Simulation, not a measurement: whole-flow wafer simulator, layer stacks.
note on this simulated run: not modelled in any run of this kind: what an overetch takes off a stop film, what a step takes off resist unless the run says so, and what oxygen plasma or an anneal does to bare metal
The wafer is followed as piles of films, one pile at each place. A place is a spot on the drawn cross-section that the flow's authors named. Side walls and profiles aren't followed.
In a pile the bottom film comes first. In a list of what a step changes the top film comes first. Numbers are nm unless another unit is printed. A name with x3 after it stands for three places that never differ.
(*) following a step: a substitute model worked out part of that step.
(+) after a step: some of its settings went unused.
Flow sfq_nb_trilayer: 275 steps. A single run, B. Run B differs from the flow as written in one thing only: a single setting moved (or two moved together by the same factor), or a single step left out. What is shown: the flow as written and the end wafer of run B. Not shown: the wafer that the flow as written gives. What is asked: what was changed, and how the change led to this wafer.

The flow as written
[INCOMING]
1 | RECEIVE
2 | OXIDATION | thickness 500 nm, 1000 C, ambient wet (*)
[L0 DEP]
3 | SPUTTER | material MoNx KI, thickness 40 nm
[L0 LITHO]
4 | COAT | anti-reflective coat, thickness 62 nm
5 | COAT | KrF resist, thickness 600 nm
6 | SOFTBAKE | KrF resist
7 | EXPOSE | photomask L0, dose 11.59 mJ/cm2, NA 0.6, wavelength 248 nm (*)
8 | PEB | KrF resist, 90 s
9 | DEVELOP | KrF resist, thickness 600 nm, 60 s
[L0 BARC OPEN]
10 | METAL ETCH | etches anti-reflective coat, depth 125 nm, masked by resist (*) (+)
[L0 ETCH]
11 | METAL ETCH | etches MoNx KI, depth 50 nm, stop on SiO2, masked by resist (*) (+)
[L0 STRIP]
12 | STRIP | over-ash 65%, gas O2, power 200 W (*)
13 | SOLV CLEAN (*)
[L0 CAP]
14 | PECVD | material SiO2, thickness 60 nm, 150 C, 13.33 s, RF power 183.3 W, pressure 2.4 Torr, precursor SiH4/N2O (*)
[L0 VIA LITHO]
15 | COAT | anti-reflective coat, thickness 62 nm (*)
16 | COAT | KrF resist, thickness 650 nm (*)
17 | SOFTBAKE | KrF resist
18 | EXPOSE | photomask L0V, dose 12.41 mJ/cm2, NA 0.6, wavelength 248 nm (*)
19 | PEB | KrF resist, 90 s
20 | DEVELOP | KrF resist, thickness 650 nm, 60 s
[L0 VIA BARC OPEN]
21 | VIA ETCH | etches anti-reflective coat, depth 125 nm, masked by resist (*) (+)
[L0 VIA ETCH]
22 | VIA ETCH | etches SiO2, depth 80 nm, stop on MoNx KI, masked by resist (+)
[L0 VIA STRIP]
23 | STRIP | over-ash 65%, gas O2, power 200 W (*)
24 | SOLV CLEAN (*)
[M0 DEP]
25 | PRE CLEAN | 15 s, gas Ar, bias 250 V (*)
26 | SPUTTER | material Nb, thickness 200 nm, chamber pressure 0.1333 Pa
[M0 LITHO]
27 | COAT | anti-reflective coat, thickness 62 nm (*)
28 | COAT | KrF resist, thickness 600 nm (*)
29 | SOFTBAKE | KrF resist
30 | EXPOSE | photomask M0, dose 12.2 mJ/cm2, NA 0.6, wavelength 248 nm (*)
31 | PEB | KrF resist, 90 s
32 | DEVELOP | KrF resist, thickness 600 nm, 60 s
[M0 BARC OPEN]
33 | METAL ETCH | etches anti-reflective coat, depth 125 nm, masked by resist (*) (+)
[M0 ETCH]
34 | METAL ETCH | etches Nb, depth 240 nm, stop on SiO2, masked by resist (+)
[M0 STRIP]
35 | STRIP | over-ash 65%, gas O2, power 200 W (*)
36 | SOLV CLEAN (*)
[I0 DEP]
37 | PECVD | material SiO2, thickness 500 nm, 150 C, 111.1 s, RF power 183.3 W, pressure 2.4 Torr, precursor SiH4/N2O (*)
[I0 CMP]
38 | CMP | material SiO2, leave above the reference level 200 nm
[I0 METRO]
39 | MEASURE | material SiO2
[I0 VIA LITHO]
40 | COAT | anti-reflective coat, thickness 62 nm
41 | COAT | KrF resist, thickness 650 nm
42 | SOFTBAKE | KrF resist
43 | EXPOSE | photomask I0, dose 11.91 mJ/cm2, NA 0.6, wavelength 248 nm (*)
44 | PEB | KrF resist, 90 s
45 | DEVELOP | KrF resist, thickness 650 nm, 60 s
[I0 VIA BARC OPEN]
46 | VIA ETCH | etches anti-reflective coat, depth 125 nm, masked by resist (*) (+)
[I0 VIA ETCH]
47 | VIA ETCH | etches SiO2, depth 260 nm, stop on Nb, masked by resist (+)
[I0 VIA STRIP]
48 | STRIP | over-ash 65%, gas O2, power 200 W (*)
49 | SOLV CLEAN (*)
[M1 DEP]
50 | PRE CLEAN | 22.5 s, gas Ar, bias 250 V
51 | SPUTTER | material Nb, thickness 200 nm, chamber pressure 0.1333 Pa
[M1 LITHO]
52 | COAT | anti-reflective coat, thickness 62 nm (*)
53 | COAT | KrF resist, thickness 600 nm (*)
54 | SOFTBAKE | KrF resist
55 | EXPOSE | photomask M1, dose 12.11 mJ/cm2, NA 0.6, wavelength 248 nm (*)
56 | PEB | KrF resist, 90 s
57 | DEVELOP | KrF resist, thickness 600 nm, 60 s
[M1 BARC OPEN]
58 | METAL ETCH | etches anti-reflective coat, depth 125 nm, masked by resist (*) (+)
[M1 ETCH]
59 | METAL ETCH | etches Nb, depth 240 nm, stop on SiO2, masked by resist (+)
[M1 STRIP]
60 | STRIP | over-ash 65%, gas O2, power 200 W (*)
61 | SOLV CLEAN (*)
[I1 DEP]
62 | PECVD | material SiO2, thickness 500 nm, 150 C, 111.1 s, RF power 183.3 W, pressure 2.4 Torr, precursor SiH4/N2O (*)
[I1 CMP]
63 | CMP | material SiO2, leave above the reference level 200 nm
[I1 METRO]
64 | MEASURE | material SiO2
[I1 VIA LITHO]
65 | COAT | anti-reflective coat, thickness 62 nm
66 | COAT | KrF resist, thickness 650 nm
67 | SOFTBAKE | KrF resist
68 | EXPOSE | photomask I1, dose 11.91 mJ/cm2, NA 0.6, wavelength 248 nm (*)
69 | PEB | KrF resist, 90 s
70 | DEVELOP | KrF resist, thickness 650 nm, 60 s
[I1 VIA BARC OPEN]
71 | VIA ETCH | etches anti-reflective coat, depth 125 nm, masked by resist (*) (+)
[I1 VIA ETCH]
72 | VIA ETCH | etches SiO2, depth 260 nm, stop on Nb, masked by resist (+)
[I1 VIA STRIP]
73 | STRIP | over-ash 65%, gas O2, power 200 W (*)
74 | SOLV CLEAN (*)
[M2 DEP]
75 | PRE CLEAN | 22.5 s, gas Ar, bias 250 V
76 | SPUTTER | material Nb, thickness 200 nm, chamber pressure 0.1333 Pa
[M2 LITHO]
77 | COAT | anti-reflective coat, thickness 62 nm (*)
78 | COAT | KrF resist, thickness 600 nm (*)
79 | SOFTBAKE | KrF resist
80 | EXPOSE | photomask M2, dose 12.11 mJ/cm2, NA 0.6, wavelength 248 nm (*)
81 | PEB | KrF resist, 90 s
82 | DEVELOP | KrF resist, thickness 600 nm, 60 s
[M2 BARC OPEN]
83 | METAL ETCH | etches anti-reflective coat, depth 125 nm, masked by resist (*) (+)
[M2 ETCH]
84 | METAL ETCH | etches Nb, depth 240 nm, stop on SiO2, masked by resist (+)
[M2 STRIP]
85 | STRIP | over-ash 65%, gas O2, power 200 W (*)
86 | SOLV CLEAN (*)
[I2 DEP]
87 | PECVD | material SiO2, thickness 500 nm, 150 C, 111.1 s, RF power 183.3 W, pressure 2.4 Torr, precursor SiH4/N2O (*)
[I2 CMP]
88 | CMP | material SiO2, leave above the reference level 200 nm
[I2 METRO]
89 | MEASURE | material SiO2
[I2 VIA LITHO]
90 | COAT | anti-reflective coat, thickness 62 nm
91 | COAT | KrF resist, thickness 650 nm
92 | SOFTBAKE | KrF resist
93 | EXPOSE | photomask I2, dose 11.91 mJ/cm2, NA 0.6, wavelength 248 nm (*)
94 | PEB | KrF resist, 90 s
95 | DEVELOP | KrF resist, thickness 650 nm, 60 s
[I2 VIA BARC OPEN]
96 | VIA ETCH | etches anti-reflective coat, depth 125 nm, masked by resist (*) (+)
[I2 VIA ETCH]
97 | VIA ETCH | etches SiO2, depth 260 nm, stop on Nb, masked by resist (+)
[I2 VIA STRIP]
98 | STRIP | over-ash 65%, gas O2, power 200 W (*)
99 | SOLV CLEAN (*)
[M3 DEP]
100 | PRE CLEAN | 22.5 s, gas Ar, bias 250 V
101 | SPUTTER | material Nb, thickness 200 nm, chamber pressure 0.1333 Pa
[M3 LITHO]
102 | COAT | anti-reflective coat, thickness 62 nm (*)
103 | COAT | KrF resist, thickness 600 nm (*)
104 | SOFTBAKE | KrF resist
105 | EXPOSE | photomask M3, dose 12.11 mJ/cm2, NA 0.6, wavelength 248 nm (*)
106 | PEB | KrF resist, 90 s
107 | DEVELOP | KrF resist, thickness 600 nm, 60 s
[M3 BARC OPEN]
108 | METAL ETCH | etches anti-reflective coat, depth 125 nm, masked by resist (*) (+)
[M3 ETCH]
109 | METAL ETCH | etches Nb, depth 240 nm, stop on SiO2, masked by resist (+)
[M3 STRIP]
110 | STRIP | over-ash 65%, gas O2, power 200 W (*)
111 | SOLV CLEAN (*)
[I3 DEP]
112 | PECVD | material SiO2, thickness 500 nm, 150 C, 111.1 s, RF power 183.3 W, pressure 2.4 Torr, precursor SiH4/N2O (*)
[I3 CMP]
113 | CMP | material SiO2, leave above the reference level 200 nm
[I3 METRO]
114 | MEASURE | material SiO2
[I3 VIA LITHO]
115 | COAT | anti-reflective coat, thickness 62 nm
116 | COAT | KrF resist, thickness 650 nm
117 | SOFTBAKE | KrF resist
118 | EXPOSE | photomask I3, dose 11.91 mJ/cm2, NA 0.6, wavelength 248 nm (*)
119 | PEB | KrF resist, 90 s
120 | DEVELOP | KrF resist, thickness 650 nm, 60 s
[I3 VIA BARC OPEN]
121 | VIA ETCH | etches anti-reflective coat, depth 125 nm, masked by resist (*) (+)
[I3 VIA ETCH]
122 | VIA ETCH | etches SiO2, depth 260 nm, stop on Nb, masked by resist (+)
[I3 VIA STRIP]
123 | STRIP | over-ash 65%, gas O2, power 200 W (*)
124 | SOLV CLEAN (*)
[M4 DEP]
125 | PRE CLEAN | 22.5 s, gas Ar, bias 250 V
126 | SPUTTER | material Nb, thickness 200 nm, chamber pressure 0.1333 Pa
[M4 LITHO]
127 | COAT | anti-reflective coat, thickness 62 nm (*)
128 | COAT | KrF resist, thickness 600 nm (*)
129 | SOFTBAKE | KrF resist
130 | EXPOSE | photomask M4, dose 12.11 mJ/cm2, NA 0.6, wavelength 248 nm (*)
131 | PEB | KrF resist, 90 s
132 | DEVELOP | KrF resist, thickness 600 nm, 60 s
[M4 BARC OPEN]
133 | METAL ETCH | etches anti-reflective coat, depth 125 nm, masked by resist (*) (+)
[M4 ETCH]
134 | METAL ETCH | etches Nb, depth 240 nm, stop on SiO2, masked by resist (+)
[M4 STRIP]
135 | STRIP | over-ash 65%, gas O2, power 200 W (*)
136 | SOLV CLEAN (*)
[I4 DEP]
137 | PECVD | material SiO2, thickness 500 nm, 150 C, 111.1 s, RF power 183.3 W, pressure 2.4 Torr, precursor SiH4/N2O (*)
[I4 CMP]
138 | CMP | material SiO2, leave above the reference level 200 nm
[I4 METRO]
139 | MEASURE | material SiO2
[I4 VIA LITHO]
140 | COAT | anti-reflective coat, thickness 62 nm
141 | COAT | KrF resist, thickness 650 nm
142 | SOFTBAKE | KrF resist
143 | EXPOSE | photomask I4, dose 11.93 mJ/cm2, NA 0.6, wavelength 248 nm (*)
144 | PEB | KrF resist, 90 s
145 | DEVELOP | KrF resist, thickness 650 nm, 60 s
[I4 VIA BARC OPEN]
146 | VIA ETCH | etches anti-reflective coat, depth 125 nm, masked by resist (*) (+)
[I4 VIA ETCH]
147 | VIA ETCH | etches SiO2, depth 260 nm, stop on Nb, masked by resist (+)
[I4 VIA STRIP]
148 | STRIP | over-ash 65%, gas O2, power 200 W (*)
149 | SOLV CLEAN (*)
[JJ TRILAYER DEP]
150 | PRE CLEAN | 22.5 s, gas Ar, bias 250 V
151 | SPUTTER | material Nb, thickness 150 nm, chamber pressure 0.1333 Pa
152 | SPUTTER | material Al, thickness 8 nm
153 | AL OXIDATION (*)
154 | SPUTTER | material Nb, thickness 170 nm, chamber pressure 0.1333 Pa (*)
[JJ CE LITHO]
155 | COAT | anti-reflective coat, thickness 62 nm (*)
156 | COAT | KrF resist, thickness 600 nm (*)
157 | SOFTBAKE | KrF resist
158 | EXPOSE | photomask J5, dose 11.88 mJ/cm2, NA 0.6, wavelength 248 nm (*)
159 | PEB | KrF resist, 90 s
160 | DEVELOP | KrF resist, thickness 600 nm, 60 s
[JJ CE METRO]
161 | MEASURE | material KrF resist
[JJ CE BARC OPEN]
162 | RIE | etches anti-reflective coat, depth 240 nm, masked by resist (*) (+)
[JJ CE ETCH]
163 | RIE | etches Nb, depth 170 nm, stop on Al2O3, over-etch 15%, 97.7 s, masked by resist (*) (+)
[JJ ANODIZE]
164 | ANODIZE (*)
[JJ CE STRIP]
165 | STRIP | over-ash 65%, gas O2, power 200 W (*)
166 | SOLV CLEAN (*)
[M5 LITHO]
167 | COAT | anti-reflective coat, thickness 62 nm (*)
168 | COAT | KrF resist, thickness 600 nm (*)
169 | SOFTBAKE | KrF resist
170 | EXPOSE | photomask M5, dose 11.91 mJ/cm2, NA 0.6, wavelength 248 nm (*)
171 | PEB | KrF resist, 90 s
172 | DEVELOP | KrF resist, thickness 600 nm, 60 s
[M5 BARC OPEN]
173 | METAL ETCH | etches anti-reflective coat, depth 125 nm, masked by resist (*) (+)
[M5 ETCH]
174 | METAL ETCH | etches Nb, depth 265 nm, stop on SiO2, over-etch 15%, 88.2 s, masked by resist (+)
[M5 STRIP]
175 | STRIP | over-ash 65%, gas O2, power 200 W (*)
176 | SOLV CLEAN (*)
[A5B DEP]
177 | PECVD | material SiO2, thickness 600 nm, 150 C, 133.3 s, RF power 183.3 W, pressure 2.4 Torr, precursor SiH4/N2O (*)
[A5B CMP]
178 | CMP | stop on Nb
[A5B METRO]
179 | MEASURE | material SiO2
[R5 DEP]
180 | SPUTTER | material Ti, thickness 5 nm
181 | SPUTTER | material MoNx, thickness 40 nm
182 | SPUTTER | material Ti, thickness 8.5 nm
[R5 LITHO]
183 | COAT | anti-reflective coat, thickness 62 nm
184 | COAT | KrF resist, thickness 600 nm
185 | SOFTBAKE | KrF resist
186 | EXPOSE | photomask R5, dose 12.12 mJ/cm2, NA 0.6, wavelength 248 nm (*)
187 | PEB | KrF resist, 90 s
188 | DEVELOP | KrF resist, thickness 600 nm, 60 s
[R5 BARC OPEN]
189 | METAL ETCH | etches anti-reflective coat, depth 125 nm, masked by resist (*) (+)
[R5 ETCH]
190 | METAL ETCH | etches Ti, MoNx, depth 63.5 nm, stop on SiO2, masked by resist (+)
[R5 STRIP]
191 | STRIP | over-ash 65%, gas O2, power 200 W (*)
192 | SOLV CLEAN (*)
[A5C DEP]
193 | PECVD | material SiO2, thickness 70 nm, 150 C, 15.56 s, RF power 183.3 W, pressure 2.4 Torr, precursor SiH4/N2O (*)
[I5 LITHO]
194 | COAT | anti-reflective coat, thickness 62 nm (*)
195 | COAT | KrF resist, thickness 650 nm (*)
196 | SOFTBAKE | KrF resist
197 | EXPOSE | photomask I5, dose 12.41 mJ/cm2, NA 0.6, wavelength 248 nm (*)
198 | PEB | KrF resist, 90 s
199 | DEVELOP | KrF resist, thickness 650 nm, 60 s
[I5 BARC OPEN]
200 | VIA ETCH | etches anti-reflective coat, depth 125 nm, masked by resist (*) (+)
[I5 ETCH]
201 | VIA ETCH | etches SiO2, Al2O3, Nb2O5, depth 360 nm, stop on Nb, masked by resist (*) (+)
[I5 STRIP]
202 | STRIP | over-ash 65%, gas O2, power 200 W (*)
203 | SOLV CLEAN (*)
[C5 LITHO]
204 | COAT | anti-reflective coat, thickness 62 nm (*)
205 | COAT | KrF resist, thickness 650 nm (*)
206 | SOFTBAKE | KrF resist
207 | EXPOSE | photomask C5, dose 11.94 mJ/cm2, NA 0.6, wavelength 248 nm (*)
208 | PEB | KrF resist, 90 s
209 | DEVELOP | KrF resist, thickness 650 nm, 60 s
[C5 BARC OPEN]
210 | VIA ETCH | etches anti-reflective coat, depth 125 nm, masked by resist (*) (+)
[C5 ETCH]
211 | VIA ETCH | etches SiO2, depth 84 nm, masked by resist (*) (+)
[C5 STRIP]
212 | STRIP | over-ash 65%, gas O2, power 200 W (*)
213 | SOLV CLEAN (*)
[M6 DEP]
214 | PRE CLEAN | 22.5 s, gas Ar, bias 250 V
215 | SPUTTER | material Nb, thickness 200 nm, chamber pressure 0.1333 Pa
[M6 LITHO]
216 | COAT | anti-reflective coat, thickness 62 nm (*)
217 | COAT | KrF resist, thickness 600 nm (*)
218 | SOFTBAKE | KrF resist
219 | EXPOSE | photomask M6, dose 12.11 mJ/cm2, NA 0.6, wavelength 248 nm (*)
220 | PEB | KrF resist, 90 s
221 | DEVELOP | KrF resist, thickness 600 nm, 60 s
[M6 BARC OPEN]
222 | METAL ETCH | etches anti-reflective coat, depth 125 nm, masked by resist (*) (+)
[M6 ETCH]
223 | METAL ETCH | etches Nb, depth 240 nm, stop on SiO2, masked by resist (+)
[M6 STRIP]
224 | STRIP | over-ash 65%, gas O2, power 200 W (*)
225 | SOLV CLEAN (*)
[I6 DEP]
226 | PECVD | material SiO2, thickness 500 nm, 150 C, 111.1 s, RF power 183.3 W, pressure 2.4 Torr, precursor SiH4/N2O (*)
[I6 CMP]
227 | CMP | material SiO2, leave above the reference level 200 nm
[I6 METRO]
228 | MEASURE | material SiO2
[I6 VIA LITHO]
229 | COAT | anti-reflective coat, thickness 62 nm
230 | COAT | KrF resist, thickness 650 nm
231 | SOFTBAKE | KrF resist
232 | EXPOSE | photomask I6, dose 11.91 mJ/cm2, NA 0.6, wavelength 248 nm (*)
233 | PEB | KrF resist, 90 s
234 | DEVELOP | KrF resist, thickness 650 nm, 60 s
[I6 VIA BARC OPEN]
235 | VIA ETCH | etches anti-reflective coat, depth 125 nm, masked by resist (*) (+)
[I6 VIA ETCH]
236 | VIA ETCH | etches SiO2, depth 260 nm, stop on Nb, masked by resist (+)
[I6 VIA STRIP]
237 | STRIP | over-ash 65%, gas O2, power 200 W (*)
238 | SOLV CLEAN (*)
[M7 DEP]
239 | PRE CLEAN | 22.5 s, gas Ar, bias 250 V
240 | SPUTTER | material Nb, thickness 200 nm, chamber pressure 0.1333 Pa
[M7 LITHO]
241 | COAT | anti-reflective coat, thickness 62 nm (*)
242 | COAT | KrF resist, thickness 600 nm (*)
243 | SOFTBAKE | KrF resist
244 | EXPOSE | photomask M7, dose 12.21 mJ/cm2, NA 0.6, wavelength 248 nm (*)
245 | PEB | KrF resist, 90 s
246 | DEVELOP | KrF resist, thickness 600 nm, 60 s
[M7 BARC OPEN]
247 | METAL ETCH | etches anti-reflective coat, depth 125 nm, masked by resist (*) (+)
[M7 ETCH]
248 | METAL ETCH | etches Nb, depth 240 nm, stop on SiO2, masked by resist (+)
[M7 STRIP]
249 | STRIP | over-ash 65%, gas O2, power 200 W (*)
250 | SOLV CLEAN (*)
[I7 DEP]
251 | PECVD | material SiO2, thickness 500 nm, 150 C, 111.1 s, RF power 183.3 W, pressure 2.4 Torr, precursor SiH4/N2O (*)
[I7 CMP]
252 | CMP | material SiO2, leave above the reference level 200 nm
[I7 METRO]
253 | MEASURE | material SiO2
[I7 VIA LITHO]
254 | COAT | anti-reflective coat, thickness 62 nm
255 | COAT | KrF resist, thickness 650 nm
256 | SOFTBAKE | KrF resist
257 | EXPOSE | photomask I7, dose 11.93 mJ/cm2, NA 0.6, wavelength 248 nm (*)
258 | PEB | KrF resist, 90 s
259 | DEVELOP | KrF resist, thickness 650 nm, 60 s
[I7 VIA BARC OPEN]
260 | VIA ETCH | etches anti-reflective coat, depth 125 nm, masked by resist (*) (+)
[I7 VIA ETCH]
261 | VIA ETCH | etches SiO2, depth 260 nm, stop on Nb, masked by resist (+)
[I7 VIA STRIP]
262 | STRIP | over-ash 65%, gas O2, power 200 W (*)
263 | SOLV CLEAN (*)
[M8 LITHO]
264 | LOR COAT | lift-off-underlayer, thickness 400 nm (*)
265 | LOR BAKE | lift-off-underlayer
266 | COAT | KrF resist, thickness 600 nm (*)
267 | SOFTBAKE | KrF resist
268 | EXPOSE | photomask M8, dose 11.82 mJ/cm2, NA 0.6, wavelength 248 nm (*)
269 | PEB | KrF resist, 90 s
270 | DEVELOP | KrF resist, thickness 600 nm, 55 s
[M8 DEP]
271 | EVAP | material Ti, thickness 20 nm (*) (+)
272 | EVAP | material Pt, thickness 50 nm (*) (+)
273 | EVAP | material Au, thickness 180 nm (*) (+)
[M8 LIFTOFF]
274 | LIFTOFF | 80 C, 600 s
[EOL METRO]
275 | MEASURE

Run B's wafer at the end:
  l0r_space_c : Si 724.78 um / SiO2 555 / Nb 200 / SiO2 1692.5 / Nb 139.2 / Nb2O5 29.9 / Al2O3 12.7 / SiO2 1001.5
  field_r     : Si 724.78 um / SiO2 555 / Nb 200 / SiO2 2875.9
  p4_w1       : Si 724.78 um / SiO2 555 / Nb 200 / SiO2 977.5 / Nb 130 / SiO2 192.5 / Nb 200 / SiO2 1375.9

What caused this: step 101, SPUTTER: thickness 130 nm was run, while the flow as written has thickness 200 nm.
The wafer lets one read it off: p4_w1 has Nb 130, and step 101 as written asks for 200 nm.

How this came from the change, step by step:
  101 | SPUTTER | material Nb, thickness 200 nm, chamber pressure 0.1333 Pa
      field_l, v_sur, via_wl and 102 more: Nb gains 130 (new film) (as written it would have been: Nb gains 200 (new film))
      via_w: Nb gains 107.3 (as written it would have been: Nb gains 165.5)
  102 | COAT | anti-reflective coat, thickness 62 nm (*)
      via_wl: anti-reflective coat gains 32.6 (new film) (as written it would have been: anti-reflective coat gains 34.2 (new film))
      via_w: anti-reflective coat gains 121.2 (new film) (as written it would have been: anti-reflective coat gains 124.8 (new film))
  109 | METAL ETCH | etches Nb, depth 240 nm, stop on SiO2, masked by resist (+)
      field_l, be, be_sur and 72 more: Nb loses 130 (all of it) (as written it would have been: Nb loses 200 (all of it))
      v_sur, via_wl, via_w and 28 more: KrF resist loses 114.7 (as written it would have been: KrF resist loses 141.2)
  110 | STRIP | over-ash 65%, gas O2, power 200 W (*)
      p4_w1, p4_w2, p4_w3 and 21 more: KrF resist loses 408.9 (all of it), anti-reflective coat loses 62 (all of it) (as written it would have been: KrF resist loses 382.4 (all of it), anti-reflective coat loses 62 (all of it))
      v_sur: KrF resist loses 392.5 (all of it), anti-reflective coat loses 60.8 (all of it) (as written it would have been: KrF resist loses 365.3 (all of it), anti-reflective coat loses 61.1 (all of it))
      (also at 6 further places)
  112 | PECVD | material SiO2, thickness 500 nm, 150 C, 111.1 s, RF power 183.3 W, pressure 2.4 Torr, precursor SiH4/N2O (*)
      p4_g1, p4_g2, p3_s0, p3_s1, p3_s2, p3_s3, p3_s4, p3_s5: SiO2 gains 500 (as written it would have been: SiO2 gains 557.1)
      via_w: SiO2 gains 595.7 (new film) (as written it would have been: SiO2 gains 615 (new film))
  113 | CMP | material SiO2, leave above the reference level 200 nm
      field_l, be, be_sur and 64 more: SiO2 loses 170 (as written it would have been: SiO2 loses 100)
      p4_g1, p4_g2, p3_s0, p3_s1, p3_s2, p3_s3, p3_s4, p3_s5: SiO2 loses 170 (as written it would have been: SiO2 loses 157.1)
      (also at 1 further place)
